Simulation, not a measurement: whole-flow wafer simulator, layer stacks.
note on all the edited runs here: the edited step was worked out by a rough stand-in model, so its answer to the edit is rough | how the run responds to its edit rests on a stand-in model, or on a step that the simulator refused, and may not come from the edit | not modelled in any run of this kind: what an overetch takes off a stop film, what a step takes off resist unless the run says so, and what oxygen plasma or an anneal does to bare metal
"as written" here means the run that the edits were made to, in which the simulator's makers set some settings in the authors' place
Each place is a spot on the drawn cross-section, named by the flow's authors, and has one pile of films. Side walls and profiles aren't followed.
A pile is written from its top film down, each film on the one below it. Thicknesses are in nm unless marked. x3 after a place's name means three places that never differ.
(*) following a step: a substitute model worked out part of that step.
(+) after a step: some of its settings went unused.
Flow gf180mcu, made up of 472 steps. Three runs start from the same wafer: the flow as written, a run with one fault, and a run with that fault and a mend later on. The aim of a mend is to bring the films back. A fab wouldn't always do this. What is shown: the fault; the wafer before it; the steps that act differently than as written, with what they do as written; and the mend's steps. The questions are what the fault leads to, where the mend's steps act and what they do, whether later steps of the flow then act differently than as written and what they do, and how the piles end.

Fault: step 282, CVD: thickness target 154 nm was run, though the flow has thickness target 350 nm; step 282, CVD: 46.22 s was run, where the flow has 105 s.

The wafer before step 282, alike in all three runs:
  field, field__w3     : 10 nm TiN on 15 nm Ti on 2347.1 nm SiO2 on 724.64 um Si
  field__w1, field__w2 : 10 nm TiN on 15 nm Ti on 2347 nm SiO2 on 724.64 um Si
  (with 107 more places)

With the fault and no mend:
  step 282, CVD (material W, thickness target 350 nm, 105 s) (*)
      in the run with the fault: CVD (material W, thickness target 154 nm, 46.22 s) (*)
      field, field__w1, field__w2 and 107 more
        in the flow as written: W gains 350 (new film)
        in the run with the fault: W gains 155.4 (new film)
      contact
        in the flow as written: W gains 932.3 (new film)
        in the run with the fault: W gains 737.7 (new film)
  Later steps of the flow acting differently than as written:
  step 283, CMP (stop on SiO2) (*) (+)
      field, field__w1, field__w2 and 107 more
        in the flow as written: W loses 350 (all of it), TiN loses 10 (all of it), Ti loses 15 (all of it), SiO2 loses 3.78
        in the run with the fault: W loses 155.4 (all of it), TiN loses 10 (all of it), Ti loses 15 (all of it), SiO2 loses 1.82
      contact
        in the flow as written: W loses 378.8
        in the run with the fault: W loses 182.2
  The piles end only slightly different from the flow's at the places that both follow, by no more than 2% or 0.5 nm, whichever is larger.

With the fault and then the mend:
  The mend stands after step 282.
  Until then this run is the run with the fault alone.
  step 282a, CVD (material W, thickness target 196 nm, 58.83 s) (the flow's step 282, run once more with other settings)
      field, field__w1, field__w2 and 108 more
        W gains 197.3
  Later steps of the flow that are run all act as written at every place that is followed, up to a difference of at most 2% or 0.5 nm, whichever is larger.
  The piles end only slightly different from the flow's at the places that both follow, by no more than 2% or 0.5 nm, whichever is larger.
